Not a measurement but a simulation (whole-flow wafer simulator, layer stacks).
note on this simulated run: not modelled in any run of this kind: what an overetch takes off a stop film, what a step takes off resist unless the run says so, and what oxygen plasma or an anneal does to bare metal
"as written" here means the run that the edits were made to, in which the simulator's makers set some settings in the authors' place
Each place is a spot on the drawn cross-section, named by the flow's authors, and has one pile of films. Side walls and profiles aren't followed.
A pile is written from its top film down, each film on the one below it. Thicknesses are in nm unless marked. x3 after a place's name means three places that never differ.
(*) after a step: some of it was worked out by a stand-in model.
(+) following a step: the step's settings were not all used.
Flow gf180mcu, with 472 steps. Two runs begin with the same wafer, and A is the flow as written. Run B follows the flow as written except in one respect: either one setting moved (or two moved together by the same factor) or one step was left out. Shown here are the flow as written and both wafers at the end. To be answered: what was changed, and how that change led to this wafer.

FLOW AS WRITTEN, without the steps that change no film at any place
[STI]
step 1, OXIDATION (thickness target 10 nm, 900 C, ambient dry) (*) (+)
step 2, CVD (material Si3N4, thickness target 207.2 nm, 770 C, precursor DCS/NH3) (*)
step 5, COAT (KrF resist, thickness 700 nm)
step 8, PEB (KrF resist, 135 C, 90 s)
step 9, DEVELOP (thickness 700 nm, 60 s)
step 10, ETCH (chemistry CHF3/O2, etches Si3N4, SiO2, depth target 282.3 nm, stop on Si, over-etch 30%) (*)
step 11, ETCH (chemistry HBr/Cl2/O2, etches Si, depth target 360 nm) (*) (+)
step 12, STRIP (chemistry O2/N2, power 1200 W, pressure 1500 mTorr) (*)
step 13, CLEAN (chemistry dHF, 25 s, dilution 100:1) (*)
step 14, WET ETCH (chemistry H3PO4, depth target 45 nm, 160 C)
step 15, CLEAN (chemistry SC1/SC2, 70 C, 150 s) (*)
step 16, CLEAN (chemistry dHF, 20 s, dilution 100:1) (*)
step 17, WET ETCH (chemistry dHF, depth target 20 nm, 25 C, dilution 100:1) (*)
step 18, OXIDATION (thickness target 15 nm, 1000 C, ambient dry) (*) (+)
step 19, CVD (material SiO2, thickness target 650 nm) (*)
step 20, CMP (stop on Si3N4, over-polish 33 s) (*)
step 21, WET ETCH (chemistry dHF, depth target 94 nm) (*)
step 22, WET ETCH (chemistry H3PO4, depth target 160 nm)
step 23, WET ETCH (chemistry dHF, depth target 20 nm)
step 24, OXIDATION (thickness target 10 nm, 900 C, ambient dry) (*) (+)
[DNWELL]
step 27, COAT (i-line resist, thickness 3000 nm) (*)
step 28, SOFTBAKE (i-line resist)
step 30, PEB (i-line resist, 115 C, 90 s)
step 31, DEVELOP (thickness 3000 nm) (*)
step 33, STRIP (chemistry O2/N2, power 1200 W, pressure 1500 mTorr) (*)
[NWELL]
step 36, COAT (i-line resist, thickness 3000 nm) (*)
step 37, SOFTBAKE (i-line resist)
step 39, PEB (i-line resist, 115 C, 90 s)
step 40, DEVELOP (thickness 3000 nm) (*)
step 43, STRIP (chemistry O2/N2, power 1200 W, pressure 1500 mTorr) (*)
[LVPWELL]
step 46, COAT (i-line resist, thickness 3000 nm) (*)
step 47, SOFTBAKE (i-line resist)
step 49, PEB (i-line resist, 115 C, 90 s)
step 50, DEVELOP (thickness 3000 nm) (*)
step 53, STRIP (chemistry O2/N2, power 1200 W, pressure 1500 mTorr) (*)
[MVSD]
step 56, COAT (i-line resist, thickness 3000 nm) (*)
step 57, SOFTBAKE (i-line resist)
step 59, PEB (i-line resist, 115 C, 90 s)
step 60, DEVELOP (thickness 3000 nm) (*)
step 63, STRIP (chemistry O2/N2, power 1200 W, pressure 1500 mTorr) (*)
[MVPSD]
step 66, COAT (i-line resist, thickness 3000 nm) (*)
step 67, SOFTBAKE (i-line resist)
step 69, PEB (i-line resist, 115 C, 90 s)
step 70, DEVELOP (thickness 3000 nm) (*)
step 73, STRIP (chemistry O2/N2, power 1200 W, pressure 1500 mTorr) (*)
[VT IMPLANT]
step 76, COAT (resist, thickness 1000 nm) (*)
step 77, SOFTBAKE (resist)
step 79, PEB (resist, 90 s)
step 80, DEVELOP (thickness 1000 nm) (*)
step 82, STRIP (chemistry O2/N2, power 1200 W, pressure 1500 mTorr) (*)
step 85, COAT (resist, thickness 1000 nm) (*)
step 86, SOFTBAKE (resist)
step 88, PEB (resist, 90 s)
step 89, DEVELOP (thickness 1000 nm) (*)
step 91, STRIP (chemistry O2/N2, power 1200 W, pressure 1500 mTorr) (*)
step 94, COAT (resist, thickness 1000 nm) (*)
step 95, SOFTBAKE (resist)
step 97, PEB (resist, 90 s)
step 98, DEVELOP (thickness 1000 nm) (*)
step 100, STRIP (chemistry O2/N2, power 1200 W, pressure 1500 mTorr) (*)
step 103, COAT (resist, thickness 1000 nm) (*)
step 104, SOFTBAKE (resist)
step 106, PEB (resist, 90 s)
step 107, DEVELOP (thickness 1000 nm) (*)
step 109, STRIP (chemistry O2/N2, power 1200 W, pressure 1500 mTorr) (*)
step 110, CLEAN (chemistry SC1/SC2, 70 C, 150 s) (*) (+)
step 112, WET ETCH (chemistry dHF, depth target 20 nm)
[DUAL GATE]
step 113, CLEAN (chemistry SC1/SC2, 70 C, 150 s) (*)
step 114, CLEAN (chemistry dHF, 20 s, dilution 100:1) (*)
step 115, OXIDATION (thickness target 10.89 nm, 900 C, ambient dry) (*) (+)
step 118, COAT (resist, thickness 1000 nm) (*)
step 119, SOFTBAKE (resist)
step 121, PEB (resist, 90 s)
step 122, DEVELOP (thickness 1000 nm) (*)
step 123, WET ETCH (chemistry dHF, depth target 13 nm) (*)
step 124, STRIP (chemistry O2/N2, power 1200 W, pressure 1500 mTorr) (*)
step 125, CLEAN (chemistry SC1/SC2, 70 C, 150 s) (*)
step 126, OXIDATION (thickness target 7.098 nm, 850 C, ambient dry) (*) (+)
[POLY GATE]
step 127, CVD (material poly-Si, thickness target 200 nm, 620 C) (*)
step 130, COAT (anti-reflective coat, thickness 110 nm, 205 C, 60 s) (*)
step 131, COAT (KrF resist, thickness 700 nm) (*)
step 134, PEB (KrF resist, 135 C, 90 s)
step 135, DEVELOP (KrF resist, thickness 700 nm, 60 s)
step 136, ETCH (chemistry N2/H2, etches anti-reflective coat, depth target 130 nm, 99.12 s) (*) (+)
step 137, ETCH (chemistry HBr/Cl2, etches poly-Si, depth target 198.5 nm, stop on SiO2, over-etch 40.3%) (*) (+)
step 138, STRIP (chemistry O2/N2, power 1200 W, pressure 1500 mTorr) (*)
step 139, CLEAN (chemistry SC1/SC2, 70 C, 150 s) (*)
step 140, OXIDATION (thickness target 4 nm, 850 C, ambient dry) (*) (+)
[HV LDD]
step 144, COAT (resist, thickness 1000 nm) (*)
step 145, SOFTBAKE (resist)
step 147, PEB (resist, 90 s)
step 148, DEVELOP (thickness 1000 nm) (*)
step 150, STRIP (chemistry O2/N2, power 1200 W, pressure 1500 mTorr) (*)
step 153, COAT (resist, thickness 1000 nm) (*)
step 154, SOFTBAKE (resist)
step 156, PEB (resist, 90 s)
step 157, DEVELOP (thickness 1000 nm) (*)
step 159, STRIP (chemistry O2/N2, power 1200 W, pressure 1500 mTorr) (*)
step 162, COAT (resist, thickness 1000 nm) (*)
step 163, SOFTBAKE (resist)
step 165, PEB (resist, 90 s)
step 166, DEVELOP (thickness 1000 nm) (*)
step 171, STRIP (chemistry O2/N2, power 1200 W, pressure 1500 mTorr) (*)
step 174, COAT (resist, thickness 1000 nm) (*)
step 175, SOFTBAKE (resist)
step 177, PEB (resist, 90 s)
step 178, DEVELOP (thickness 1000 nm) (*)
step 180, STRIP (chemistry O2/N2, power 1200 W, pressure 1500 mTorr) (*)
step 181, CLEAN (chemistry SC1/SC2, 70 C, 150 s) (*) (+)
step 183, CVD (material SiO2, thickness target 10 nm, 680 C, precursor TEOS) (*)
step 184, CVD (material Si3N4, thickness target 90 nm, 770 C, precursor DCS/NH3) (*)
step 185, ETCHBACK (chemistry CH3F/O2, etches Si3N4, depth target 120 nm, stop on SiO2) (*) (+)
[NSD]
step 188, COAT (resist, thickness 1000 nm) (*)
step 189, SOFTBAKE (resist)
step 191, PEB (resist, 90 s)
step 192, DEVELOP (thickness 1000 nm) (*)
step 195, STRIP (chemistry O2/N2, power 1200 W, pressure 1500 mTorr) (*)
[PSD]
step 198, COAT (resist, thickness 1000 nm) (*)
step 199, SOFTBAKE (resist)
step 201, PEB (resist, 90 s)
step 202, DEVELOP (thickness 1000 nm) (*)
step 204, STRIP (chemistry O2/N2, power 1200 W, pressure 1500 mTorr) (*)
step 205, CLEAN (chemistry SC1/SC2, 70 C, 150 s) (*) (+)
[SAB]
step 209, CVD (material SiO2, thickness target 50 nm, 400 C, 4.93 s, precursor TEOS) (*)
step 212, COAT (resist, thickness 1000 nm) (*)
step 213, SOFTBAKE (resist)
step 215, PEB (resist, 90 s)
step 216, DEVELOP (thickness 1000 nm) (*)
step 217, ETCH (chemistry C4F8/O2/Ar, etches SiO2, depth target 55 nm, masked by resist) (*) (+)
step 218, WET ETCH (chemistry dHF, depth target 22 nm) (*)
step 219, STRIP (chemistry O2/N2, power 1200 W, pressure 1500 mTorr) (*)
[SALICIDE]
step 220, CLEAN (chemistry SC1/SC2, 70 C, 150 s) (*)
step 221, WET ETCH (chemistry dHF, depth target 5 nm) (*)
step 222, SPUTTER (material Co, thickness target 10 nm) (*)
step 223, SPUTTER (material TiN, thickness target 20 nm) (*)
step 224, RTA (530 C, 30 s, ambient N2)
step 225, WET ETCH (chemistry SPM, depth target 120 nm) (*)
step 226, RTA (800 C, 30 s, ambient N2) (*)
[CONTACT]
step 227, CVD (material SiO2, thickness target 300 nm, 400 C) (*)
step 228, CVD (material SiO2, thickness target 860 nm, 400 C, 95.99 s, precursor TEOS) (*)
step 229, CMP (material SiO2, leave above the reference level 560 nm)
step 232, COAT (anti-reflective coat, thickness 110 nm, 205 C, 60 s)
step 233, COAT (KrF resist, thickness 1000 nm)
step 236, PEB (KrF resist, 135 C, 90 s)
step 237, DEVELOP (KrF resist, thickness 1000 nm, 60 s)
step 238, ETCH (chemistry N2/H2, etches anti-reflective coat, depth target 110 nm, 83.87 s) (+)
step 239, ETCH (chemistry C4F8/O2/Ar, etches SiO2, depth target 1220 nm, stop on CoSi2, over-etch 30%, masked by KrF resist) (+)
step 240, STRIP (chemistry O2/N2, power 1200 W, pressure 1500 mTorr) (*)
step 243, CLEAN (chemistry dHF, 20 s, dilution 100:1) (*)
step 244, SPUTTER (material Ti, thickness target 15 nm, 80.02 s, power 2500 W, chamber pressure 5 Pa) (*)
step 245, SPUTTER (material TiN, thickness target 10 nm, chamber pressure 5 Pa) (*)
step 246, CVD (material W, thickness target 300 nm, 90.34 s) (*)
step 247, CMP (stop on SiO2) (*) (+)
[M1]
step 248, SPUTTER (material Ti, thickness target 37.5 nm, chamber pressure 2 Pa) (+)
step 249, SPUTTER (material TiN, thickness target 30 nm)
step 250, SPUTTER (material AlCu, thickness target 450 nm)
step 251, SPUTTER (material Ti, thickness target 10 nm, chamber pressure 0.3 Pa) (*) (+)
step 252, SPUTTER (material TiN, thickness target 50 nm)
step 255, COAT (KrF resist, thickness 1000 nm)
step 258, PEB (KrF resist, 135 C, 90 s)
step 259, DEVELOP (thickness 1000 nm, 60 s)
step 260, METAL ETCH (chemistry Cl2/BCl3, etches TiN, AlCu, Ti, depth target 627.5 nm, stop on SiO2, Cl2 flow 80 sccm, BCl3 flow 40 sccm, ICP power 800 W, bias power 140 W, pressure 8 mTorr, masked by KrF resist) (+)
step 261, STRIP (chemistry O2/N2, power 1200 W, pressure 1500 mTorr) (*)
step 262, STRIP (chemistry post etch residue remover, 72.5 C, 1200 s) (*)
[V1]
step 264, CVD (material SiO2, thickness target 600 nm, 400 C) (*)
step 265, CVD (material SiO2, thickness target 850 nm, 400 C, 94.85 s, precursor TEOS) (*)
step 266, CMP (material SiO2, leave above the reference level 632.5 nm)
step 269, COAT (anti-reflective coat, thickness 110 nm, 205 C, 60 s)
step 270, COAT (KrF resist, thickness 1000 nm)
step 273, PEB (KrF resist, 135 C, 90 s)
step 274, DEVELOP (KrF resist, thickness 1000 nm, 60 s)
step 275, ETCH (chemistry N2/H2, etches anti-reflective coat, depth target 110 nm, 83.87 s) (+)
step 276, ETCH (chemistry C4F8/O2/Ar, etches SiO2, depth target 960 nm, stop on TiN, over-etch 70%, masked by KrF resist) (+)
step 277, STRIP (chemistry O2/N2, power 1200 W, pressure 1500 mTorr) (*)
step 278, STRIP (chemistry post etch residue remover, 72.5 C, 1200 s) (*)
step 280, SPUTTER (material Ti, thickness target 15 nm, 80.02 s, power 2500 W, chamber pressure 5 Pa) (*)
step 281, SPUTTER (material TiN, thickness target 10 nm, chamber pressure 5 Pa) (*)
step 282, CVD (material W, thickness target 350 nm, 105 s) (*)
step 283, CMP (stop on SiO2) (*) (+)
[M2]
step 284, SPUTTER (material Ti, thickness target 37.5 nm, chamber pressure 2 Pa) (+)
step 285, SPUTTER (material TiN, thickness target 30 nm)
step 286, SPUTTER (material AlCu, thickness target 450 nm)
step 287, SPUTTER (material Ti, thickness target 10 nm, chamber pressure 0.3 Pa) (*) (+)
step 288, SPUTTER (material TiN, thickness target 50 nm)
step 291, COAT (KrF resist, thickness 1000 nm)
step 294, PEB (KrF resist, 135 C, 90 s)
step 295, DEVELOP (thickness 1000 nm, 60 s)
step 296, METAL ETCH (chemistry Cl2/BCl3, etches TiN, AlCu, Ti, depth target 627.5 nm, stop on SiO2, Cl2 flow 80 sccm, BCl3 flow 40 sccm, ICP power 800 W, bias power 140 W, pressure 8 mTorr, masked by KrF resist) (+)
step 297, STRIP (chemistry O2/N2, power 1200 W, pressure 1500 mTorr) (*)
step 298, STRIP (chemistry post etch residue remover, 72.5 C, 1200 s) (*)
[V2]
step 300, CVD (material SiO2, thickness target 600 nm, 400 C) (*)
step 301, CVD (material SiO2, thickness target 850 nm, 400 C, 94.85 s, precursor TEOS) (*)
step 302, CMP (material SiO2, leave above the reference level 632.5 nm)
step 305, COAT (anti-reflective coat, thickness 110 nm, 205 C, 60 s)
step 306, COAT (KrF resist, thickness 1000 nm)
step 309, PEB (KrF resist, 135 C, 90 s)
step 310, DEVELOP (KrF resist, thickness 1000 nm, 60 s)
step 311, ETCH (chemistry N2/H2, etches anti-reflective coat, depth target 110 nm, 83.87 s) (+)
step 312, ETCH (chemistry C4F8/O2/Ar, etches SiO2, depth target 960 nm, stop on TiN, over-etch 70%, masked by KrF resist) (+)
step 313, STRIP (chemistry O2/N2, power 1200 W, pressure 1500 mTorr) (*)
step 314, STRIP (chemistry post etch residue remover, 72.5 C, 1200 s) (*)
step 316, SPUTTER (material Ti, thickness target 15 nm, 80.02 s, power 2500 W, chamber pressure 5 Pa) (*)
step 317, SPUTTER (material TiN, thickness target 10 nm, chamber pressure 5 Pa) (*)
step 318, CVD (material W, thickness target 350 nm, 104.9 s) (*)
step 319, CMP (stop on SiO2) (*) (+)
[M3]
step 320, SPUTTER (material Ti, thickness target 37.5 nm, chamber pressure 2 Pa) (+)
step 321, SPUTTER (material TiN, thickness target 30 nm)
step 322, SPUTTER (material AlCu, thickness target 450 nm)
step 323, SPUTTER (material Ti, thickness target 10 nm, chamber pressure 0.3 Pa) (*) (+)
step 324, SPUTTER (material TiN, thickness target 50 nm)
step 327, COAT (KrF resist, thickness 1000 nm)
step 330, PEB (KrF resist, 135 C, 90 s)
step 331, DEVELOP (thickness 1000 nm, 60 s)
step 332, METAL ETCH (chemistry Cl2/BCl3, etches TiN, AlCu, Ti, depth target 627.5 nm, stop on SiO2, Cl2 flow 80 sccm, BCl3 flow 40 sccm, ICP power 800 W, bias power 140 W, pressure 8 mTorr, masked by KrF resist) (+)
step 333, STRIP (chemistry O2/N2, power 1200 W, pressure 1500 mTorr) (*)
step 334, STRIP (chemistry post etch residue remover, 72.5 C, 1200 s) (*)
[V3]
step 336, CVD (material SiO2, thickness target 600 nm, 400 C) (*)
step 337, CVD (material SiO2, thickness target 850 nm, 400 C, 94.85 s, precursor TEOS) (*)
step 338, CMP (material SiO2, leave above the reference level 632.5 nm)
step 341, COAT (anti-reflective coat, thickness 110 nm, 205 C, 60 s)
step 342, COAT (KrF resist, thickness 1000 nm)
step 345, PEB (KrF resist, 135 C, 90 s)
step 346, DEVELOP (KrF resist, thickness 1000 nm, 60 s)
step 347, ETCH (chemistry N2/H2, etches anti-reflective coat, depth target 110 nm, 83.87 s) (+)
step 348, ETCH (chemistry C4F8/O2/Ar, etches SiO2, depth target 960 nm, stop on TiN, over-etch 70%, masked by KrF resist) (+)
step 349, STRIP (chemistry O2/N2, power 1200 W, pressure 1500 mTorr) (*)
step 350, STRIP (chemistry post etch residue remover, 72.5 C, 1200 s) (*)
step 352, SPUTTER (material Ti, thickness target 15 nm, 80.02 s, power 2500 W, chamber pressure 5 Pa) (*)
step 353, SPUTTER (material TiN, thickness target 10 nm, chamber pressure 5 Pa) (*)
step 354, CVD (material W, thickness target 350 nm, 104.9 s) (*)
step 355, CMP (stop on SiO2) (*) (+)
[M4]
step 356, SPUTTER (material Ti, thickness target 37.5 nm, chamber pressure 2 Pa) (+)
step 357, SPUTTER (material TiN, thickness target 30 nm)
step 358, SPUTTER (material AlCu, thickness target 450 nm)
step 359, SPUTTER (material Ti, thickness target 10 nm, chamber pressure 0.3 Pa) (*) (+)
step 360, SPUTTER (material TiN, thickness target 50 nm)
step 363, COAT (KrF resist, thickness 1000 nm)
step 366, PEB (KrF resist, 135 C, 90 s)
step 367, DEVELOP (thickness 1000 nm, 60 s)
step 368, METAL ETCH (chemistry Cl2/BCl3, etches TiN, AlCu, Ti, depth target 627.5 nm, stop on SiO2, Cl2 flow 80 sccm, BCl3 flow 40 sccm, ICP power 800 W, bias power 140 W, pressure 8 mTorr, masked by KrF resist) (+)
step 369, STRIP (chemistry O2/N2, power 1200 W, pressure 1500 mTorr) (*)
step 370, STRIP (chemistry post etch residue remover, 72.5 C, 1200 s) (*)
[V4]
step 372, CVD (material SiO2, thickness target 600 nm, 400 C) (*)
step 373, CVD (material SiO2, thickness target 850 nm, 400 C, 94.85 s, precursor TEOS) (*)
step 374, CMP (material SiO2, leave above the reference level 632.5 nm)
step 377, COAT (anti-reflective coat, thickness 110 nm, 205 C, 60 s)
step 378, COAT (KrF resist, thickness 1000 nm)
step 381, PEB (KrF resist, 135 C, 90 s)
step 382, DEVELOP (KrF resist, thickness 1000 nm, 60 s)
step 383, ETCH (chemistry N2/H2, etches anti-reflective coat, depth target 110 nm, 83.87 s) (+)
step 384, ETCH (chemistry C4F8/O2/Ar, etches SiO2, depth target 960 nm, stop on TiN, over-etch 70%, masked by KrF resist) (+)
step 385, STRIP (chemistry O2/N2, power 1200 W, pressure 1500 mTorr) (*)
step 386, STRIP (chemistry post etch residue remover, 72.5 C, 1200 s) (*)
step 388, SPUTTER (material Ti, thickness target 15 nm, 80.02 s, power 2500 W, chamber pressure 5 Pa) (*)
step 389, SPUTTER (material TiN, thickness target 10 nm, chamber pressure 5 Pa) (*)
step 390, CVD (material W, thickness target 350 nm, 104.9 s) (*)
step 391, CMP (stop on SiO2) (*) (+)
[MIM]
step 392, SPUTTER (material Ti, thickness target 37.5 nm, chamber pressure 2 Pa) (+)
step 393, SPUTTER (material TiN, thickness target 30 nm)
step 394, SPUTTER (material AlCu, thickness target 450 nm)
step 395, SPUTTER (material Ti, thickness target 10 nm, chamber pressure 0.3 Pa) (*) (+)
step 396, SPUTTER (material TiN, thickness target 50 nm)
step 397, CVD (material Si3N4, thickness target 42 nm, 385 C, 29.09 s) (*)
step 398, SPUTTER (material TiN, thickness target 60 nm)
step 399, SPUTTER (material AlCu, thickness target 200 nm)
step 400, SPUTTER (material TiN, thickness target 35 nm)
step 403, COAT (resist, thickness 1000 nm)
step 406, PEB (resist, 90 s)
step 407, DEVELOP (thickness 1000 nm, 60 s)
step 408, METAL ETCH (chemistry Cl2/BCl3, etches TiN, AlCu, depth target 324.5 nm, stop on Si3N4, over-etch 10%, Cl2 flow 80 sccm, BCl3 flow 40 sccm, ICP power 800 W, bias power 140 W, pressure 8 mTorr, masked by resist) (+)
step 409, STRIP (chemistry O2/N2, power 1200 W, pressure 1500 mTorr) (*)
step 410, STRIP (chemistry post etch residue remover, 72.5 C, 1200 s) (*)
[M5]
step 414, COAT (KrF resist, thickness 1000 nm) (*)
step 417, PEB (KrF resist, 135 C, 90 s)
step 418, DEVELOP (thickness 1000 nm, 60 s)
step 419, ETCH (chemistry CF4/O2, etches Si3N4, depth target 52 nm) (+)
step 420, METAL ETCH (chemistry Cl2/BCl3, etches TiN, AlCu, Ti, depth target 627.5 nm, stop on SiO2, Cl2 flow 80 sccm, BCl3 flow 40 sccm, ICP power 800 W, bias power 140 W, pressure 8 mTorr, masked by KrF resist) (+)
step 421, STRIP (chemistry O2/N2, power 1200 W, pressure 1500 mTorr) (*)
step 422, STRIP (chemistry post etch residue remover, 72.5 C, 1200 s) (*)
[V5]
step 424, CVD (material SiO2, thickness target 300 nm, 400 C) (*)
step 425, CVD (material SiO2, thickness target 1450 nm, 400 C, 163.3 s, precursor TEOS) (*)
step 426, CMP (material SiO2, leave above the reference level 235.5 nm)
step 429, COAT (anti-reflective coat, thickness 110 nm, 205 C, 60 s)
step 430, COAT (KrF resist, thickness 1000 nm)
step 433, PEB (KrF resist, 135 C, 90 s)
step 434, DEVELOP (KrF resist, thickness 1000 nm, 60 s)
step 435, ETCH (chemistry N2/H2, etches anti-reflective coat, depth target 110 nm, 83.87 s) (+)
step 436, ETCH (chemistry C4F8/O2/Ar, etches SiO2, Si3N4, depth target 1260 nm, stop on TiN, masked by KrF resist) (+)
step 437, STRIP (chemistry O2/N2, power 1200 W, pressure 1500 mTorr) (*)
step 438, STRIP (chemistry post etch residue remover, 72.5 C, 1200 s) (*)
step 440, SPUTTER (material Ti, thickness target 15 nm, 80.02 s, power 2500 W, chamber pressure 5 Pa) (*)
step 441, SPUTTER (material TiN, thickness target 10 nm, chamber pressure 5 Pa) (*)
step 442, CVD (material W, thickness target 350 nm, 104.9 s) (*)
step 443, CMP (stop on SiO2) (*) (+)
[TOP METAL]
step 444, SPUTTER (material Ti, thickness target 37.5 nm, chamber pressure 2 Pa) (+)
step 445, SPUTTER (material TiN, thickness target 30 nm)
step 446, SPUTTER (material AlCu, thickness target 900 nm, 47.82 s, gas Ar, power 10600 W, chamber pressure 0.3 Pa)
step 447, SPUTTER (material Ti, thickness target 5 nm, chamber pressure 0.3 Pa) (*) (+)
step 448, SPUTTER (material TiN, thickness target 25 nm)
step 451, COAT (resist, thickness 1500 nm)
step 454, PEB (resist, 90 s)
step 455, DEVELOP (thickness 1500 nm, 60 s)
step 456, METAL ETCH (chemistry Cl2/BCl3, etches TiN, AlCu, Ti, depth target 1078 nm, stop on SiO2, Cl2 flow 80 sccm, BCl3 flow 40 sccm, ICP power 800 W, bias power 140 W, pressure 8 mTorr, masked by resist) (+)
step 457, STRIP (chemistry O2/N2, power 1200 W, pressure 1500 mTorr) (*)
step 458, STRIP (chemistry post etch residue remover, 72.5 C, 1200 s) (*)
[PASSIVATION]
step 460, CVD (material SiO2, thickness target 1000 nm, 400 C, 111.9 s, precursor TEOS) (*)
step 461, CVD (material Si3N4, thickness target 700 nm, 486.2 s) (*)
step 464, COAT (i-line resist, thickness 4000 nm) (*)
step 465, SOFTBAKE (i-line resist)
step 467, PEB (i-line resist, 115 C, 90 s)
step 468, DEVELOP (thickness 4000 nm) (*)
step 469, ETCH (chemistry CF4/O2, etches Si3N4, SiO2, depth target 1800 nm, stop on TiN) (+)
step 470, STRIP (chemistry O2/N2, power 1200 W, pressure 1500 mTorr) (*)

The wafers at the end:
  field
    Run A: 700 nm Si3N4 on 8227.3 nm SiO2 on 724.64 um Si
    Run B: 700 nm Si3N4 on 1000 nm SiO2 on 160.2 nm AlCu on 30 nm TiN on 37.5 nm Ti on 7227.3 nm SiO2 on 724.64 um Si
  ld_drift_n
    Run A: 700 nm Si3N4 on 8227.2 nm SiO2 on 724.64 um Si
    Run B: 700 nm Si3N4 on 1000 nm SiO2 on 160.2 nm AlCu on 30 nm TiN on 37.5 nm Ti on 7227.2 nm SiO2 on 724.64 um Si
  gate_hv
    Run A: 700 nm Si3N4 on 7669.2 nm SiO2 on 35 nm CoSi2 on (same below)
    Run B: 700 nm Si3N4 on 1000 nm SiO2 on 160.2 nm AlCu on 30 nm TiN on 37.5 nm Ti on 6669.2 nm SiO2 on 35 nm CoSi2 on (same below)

The reason: step 456, METAL ETCH: depth target 764.1 nm was run, whereas the flow has depth target 1078 nm.

Step by step, how the change led to this:
  step 456, METAL ETCH (chemistry Cl2/BCl3, etches TiN, AlCu, Ti, depth target 1078 nm, stop on SiO2, Cl2 flow 80 sccm, BCl3 flow 40 sccm, ICP power 800 W, bias power 140 W, pressure 8 mTorr, masked by resist) (+)
      field, field__w1, field__w2 and 103 more: A -25 TiN (all of it), -5 Ti (all of it), -900 AlCu (all of it), -30 TiN (all of it), -37.5 Ti (all of it) | B -25 TiN (all of it), -5 Ti (all of it), -734.1 AlCu
      field__w8, contact, m1, m1__w1, pad, m1_nw: A -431 resist | B -305.6 resist
  step 457, STRIP (chemistry O2/N2, power 1200 W, pressure 1500 mTorr) (*)
      field__w8, contact, m1, m1__w1, pad, m1_nw: A -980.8 resist (all of it) | B -1106.1 resist (all of it)
  step 458, STRIP (chemistry post etch residue remover, 72.5 C, 1200 s) (*)
      field, field__w1, field__w2 and 103 more: A nothing | B -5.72 AlCu
  step 460, CVD (material SiO2, thickness target 1000 nm, 400 C, 111.9 s, precursor TEOS) (*)
      field, field__w1, field__w2 and 103 more: A +1000 SiO2 | B +1000 SiO2 (new film)
  step 464, COAT (i-line resist, thickness 4000 nm) (*)
      field__w8: A +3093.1 i-line resist (new film) | B +3295.2 i-line resist (new film)
      contact: A +3153.6 i-line resist (new film) | B +3334.9 i-line resist (new film)
      (also at 4 further places)
  step 465, SOFTBAKE (i-line resist)
      field__w5, field__w9: A +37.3 i-line resist | B +26.1 i-line resist
      field: A -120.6 i-line resist | B -85 i-line resist
      (also at 66 further places)
  step 467, PEB (i-line resist, 115 C, 90 s)
      field__w8, m1__w1: A -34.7 i-line resist | B -38.3 i-line resist
      contact, m1: A -35.1 i-line resist | B -38.6 i-line resist
      (also at 2 further places)
  step 468, DEVELOP (thickness 4000 nm) (*)
      pad: A -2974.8 i-line resist (all of it) | B -3197.1 i-line resist (all of it)
  step 470, STRIP (chemistry O2/N2, power 1200 W, pressure 1500 mTorr) (*)
      field__w8, m1__w1: A -1787.7 i-line resist (all of it) | B -2007.2 i-line resist (all of it)
      contact: A -1811.2 i-line resist (all of it) | B -2023 i-line resist (all of it)
      (also at 2 further places)
With metal films that touch counted as one body, field has 1 body; the flow as written gives 0 bodies.
With metal films that touch counted as one body, ld_drift_n has 1 body; the flow as written gives 0 bodies.
With metal films that touch counted as one body, gate_hv has 2 bodies (between them, from the top down: SiO2 6669.2); the flow as written gives 1 body.
